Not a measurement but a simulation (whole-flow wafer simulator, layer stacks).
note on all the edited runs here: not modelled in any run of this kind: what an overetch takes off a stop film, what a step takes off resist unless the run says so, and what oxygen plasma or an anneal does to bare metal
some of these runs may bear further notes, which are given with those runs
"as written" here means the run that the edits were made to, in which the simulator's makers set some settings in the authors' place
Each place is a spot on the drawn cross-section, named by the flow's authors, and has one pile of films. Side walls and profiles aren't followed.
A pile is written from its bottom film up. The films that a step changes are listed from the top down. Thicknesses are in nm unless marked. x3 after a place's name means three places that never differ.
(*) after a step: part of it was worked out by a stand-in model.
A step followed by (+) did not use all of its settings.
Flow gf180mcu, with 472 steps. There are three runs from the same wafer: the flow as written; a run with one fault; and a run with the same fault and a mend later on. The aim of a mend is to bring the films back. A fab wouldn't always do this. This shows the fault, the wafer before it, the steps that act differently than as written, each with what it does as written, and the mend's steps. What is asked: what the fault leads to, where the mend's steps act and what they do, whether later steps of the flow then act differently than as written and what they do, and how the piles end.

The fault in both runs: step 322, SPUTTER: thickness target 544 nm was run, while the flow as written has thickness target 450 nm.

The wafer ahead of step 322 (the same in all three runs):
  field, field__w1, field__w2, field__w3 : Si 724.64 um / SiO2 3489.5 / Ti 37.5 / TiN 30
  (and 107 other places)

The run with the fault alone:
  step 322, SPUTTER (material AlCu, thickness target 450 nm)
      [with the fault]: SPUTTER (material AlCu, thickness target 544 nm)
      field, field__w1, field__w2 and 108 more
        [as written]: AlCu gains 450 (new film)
        [with the fault]: AlCu gains 544 (new film)
  Steps later in the flow that act otherwise than as written (not shown: 1 more step that differs only slightly, by at most 2% or 0.5 nm, whichever is larger):
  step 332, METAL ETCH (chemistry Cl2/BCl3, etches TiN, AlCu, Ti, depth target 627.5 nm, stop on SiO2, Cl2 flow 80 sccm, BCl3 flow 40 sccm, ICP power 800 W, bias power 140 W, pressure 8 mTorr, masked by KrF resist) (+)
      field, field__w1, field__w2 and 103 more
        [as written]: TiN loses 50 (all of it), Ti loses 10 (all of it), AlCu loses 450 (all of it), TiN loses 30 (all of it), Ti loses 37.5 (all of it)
        [with the fault]: TiN loses 50 (all of it), Ti loses 10 (all of it), AlCu loses 544 (all of it), TiN loses 23.5
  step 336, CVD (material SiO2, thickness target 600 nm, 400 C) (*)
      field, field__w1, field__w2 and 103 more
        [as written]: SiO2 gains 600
        [with the fault]: SiO2 gains 600 (new film)
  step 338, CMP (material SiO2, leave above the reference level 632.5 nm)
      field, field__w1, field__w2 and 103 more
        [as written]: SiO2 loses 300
        [with the fault]: SiO2 loses 249.6
  The piles end different from the flow's at field, field__w1, field__w2 and 109 more by more than 2% or 0.5 nm, whichever is larger.
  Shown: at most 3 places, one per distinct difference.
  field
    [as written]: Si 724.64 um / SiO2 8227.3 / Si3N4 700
    [with the fault]: Si 724.64 um / SiO2 3489.5 / Ti 37.5 / TiN 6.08 / SiO2 4788.2 / Si3N4 700
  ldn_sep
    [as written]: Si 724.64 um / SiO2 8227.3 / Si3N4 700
    [with the fault]: Si 724.64 um / SiO2 3489.4 / Ti 37.5 / TiN 6.08 / SiO2 4788.2 / Si3N4 700
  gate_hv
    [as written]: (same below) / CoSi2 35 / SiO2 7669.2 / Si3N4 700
    [with the fault]: (same below) / CoSi2 35 / SiO2 2931.3 / Ti 37.5 / TiN 6.08 / SiO2 4788.2 / Si3N4 700

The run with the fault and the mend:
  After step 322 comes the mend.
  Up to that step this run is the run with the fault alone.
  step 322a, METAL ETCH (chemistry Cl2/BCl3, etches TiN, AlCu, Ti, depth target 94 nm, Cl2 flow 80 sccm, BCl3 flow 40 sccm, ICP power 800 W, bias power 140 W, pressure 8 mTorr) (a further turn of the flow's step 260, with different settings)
      field, field__w1, field__w2 and 108 more
        AlCu loses 94
  None of the later steps of the flow acts differently than as written at any place that is followed.
  By the end, the piles equal the flow's at every place that both follow.
